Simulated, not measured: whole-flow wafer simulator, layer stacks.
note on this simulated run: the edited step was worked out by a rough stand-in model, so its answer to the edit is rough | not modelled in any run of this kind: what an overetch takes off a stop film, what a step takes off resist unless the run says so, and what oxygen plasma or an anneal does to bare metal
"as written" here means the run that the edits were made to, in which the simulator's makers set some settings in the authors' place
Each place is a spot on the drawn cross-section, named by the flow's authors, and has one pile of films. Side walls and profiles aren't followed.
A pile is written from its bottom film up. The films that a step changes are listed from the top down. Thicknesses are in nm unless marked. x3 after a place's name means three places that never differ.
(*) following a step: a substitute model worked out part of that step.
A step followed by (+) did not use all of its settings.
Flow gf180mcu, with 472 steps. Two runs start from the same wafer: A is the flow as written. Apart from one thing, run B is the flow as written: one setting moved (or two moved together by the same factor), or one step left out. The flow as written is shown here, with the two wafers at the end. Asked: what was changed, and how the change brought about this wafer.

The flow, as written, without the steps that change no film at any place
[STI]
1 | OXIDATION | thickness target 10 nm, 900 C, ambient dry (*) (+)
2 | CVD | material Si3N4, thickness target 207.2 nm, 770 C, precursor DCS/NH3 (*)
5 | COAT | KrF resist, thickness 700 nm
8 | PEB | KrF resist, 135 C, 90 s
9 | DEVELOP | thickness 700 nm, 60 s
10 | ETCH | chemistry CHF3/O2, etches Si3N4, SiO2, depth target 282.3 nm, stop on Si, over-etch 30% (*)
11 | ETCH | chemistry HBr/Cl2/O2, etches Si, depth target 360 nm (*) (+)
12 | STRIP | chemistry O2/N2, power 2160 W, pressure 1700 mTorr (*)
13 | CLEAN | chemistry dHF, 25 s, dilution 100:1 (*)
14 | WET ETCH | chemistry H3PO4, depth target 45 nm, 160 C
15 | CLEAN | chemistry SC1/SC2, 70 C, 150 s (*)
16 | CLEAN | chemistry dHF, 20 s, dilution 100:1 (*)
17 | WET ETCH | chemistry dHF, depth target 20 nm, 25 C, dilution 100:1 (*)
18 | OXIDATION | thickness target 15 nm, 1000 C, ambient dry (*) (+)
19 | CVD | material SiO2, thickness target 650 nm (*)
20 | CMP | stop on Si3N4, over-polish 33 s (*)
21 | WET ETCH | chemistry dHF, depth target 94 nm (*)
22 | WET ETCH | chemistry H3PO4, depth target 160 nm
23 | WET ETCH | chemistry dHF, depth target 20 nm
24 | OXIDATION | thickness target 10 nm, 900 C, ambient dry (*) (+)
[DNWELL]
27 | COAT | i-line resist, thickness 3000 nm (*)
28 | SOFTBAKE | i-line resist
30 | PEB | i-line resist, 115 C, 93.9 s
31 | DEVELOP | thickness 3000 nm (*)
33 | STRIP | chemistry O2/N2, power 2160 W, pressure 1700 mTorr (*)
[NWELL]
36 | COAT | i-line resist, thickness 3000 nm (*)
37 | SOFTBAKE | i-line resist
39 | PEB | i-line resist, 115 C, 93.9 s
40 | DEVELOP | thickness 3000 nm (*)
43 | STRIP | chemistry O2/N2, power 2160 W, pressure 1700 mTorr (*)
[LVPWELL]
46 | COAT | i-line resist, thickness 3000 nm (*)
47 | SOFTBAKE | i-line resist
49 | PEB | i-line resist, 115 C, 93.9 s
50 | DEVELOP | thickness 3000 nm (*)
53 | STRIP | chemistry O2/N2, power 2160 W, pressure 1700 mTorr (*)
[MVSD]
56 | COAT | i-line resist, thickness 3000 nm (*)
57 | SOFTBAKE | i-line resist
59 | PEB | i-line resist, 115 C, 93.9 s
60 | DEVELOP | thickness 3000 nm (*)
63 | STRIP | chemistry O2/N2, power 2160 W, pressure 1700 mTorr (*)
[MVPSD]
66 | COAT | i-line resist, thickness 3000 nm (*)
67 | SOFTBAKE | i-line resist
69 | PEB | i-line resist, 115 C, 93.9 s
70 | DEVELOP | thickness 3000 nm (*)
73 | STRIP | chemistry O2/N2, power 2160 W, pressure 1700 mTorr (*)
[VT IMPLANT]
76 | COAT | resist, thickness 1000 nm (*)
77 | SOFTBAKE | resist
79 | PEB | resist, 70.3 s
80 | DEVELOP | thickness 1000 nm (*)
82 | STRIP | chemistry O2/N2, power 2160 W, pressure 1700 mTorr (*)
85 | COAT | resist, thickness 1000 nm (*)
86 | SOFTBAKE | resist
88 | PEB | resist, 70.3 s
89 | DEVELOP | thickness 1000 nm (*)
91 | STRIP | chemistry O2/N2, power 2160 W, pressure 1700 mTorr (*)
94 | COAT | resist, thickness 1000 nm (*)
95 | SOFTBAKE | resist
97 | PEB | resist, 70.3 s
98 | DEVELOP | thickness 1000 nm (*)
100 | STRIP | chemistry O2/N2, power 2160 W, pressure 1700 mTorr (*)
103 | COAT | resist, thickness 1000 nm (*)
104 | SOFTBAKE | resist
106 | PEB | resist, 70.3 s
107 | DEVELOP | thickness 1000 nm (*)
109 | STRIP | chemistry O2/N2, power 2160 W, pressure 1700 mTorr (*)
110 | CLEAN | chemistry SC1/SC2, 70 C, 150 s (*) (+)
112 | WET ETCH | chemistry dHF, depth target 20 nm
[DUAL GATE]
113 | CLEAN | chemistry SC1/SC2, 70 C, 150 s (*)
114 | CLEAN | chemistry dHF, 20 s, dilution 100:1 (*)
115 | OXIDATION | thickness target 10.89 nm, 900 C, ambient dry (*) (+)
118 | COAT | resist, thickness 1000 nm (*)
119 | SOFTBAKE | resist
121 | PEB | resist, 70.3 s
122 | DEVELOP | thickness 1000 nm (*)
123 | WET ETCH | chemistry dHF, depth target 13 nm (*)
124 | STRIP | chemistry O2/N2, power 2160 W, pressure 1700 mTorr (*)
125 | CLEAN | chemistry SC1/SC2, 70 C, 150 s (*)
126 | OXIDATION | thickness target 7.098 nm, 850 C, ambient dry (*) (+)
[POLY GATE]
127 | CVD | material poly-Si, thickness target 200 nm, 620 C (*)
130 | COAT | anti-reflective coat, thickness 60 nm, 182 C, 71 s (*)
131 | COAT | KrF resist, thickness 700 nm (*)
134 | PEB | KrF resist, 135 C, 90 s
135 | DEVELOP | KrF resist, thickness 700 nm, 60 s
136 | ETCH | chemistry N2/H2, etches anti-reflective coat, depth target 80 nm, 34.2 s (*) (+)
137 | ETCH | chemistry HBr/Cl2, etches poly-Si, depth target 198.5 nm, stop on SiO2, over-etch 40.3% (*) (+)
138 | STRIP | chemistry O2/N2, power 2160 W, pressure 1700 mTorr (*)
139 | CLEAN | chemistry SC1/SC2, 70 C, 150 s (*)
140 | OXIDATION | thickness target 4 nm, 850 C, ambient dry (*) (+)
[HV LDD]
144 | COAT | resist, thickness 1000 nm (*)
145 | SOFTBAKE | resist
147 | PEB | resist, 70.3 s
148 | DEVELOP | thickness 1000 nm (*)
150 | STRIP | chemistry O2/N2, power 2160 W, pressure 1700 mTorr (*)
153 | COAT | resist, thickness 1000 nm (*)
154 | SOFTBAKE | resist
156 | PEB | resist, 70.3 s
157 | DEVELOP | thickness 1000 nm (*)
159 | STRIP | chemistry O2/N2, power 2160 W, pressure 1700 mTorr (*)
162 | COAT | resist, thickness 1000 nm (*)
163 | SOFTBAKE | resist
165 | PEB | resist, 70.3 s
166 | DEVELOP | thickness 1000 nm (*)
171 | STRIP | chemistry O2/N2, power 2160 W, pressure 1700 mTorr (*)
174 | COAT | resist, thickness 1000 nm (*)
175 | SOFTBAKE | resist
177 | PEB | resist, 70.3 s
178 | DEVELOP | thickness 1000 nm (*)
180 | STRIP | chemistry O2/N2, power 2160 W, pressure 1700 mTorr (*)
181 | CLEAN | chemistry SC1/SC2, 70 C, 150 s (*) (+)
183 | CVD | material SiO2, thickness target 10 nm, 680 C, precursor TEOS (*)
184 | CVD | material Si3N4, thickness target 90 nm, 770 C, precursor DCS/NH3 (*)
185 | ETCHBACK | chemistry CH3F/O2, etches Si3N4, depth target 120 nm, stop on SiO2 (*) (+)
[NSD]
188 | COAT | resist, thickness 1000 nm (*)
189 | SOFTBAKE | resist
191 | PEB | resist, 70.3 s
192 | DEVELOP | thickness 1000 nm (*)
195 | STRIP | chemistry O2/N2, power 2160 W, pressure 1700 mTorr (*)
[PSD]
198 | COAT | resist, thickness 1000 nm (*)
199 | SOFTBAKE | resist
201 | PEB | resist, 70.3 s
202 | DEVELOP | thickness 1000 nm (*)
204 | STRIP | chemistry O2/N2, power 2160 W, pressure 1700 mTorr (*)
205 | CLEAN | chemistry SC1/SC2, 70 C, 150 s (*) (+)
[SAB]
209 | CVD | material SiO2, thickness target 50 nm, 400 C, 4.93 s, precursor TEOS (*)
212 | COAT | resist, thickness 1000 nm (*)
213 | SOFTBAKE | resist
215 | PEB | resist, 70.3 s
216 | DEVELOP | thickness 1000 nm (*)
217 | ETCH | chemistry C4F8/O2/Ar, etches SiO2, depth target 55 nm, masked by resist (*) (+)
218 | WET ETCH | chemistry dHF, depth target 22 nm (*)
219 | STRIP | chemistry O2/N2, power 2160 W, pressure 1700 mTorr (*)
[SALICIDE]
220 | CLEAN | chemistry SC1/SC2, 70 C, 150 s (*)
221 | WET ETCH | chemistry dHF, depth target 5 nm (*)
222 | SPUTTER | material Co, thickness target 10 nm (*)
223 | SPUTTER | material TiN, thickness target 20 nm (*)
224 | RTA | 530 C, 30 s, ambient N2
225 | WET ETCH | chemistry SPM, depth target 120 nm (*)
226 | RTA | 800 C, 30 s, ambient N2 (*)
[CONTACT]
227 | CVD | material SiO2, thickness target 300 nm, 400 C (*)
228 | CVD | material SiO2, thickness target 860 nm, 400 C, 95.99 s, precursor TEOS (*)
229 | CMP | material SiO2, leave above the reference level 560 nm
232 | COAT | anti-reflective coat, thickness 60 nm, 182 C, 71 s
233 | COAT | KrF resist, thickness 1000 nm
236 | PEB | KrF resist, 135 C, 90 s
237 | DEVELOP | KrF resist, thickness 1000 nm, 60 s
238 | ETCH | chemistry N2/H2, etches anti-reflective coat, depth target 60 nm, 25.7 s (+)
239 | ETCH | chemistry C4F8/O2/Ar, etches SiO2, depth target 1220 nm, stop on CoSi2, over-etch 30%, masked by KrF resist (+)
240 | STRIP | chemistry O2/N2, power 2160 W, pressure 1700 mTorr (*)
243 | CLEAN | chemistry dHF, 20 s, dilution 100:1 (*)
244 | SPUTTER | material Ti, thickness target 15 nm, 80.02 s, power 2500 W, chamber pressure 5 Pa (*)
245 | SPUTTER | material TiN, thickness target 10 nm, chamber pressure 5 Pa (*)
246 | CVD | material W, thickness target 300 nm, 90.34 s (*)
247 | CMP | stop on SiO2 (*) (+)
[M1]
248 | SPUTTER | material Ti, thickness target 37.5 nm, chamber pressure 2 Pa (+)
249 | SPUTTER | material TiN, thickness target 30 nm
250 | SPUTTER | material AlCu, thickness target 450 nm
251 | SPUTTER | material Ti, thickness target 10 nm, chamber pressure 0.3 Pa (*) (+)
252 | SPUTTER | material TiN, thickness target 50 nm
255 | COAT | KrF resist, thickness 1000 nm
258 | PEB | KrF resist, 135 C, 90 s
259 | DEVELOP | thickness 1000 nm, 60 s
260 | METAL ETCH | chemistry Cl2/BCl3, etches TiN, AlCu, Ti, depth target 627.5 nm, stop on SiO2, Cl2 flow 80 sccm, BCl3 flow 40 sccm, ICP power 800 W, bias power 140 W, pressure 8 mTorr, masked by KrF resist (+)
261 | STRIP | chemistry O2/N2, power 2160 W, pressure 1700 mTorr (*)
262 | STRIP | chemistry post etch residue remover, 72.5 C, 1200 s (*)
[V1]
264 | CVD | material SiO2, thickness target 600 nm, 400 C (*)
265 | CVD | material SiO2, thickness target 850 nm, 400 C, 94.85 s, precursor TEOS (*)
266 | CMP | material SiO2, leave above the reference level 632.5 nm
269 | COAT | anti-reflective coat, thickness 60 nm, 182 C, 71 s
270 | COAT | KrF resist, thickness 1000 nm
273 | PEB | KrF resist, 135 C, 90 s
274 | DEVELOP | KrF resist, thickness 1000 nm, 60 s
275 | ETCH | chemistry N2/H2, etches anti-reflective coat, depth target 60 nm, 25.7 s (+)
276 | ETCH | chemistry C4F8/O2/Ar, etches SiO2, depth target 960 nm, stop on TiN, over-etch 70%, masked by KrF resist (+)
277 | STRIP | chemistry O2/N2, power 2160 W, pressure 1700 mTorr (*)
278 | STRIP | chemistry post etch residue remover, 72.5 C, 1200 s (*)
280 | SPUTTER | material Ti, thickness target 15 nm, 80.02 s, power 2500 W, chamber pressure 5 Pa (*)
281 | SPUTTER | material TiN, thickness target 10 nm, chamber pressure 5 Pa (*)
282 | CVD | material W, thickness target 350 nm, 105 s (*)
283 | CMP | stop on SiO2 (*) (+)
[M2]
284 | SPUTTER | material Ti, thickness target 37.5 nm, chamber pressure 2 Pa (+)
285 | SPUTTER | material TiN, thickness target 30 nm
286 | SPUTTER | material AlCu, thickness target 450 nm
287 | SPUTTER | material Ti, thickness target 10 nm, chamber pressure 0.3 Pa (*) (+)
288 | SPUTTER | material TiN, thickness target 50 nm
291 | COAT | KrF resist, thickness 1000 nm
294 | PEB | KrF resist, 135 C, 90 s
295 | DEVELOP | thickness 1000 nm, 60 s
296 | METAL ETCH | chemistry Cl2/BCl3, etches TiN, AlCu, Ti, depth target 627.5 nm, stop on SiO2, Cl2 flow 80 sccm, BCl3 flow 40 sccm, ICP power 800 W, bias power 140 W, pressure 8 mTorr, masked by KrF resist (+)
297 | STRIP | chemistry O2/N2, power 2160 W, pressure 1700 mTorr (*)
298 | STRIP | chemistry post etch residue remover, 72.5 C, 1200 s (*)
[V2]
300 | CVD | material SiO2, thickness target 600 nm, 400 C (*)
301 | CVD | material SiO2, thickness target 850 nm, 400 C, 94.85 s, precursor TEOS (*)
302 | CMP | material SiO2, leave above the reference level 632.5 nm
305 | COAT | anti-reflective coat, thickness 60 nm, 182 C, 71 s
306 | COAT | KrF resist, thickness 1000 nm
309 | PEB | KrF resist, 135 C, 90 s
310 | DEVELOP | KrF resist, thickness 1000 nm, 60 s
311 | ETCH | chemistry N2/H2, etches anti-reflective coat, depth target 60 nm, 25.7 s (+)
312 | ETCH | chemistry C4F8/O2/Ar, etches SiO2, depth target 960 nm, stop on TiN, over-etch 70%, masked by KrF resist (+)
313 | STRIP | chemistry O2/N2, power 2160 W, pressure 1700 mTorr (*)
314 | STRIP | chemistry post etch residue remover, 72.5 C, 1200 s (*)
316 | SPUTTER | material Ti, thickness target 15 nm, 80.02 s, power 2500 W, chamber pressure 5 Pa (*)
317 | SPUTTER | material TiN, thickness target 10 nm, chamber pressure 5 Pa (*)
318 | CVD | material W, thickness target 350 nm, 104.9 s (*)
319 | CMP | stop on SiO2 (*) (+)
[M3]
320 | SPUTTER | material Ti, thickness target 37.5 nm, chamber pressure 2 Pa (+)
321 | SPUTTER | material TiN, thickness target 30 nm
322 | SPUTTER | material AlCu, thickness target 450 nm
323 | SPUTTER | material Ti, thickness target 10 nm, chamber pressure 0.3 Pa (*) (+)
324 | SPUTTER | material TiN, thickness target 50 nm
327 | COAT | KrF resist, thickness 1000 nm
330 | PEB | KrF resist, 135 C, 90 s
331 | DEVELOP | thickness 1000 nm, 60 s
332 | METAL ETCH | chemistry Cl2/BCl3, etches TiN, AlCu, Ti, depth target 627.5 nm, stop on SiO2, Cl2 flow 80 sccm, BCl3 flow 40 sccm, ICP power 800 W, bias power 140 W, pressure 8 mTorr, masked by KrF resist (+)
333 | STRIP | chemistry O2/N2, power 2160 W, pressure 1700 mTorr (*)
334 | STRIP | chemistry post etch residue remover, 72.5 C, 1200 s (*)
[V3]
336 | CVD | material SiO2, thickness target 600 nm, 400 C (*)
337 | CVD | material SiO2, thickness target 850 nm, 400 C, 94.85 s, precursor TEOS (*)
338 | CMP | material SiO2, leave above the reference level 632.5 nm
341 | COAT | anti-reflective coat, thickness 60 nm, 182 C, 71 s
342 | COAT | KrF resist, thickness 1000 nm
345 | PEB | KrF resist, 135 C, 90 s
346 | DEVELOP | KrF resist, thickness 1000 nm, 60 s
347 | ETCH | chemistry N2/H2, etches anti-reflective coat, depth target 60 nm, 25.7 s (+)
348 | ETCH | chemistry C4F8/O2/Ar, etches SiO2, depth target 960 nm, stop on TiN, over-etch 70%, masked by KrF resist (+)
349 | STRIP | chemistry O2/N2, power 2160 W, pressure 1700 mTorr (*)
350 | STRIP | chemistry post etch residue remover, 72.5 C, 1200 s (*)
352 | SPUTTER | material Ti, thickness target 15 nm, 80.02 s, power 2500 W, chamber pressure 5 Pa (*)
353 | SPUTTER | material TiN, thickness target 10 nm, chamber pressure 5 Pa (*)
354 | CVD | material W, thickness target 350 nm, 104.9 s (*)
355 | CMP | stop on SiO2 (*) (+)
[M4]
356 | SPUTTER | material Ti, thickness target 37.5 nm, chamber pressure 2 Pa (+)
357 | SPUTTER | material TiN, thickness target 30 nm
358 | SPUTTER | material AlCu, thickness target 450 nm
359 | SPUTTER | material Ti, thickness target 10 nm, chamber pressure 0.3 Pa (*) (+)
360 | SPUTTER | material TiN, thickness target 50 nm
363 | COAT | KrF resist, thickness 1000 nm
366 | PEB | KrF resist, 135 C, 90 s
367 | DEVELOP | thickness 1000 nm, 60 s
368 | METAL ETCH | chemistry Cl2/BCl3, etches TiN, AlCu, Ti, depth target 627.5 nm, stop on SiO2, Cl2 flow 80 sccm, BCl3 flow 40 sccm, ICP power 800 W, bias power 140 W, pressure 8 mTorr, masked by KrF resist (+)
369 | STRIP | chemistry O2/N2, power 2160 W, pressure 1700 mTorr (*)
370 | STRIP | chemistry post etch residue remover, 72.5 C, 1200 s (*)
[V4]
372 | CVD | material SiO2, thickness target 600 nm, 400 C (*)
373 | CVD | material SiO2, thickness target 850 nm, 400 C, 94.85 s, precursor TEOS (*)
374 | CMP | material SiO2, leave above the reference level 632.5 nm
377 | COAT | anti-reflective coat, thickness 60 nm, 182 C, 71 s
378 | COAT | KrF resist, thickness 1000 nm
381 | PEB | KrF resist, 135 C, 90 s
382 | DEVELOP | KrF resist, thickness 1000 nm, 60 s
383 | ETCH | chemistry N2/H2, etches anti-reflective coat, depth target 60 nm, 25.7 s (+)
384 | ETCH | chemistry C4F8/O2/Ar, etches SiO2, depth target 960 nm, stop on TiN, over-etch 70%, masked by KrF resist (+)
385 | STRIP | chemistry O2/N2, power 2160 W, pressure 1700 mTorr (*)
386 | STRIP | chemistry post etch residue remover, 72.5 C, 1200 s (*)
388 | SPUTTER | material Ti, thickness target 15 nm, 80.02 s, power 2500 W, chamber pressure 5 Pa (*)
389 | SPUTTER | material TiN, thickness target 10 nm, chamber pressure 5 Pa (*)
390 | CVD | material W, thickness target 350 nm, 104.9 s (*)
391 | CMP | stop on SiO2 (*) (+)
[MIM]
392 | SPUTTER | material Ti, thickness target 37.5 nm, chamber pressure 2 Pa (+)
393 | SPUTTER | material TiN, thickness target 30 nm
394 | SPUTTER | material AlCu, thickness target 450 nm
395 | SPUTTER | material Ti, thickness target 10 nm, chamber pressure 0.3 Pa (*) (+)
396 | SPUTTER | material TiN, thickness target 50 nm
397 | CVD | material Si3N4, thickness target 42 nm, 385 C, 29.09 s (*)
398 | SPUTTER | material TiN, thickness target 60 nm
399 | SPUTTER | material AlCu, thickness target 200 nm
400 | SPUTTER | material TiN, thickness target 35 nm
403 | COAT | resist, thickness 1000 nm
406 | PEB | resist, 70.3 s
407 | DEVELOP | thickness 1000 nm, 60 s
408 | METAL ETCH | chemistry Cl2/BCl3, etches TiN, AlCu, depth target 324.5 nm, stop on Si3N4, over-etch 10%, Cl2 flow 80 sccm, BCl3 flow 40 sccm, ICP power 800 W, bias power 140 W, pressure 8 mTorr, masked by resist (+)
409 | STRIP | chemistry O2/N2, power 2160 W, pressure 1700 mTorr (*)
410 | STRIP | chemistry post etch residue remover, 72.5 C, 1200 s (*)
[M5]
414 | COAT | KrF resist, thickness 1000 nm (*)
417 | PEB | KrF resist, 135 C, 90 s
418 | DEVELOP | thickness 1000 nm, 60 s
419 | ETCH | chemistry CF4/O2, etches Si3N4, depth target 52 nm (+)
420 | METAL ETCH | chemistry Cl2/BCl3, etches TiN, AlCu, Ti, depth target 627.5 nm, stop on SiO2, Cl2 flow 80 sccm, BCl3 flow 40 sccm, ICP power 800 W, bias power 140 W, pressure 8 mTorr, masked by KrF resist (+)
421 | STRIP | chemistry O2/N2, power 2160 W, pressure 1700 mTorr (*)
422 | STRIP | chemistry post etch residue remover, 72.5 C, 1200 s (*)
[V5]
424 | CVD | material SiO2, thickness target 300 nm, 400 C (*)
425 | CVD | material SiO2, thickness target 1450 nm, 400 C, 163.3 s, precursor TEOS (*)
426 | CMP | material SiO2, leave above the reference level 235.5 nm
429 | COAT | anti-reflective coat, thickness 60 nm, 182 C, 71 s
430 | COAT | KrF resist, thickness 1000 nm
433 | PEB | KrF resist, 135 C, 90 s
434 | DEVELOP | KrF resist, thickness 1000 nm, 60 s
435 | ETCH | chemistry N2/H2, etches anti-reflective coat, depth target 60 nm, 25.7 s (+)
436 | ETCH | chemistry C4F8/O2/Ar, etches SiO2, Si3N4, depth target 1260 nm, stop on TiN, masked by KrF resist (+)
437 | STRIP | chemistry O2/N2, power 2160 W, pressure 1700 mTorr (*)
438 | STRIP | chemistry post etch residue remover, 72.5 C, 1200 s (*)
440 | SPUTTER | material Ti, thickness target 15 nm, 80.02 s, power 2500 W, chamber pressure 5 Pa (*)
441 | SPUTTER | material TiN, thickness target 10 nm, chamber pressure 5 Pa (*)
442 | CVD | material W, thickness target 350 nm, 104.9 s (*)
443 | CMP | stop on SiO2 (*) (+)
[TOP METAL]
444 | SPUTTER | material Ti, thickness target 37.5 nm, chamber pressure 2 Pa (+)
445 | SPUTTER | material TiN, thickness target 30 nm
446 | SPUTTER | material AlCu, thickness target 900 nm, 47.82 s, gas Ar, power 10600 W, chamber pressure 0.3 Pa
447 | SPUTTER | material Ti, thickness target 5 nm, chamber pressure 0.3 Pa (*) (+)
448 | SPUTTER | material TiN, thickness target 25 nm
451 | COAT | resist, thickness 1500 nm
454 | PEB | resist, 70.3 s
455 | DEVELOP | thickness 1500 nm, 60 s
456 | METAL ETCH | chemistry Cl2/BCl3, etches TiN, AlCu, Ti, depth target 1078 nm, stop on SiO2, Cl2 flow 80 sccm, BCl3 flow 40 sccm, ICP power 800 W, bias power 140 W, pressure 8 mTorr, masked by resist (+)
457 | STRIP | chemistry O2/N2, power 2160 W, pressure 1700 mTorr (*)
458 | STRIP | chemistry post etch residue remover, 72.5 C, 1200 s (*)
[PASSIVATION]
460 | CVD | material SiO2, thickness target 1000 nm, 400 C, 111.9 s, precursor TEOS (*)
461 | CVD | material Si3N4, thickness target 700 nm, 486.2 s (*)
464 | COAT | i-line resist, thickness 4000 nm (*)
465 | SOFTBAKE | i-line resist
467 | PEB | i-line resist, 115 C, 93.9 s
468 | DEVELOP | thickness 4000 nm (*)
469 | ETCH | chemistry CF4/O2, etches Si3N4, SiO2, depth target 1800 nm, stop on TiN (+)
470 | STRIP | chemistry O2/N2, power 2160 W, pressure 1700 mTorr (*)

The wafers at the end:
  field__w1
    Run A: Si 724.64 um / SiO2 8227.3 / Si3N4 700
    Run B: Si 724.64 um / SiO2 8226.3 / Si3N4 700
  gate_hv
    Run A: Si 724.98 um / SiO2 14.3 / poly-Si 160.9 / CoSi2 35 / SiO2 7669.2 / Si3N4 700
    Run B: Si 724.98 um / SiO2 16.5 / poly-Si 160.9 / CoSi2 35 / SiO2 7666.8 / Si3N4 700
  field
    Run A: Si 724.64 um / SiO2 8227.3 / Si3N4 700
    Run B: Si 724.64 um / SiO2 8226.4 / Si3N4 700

What caused this: step 126, OXIDATION: thickness target 9.76 nm was run, whereas the flow has thickness target 7.098 nm.

The path from the change to this, step by step:
  126 | OXIDATION | thickness target 7.098 nm, 850 C, ambient dry (*) (+)
      gate_hv, active_hv, active_nat and 25 more: A +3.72 SiO2, -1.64 Si | B +6 SiO2, -2.64 Si
      active, n_well, p_well and 12 more: A +7.1 SiO2 (new film), -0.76 chemical SiO2 (all of it), -2.79 Si | B +9.76 SiO2 (new film), -0.76 chemical SiO2 (all of it), -3.96 Si
  189 | SOFTBAKE | resist
      nw_enc_fld_lv__w3: A +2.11 resist | B -1.59 resist
  199 | SOFTBAKE | resist
      nw_enc_fld_lv__w3: A +2.11 resist | B -1.59 resist
  218 | WET ETCH | chemistry dHF, depth target 22 nm (*)
      active, p_well, sd_n, iso_ptap_pw, iso_ntap_nw, iso_ptap_sub, vpnp_e: A -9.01 SiO2 (all of it) | B -11.5 SiO2 (all of it)
      ldn_tap, ldn_src, ldn_drn, ldp_tap, ldp_src, ldp_drn, ldp_gr: A -16 SiO2 (all of it) | B -18.2 SiO2 (all of it)
      (also at 9 further places)
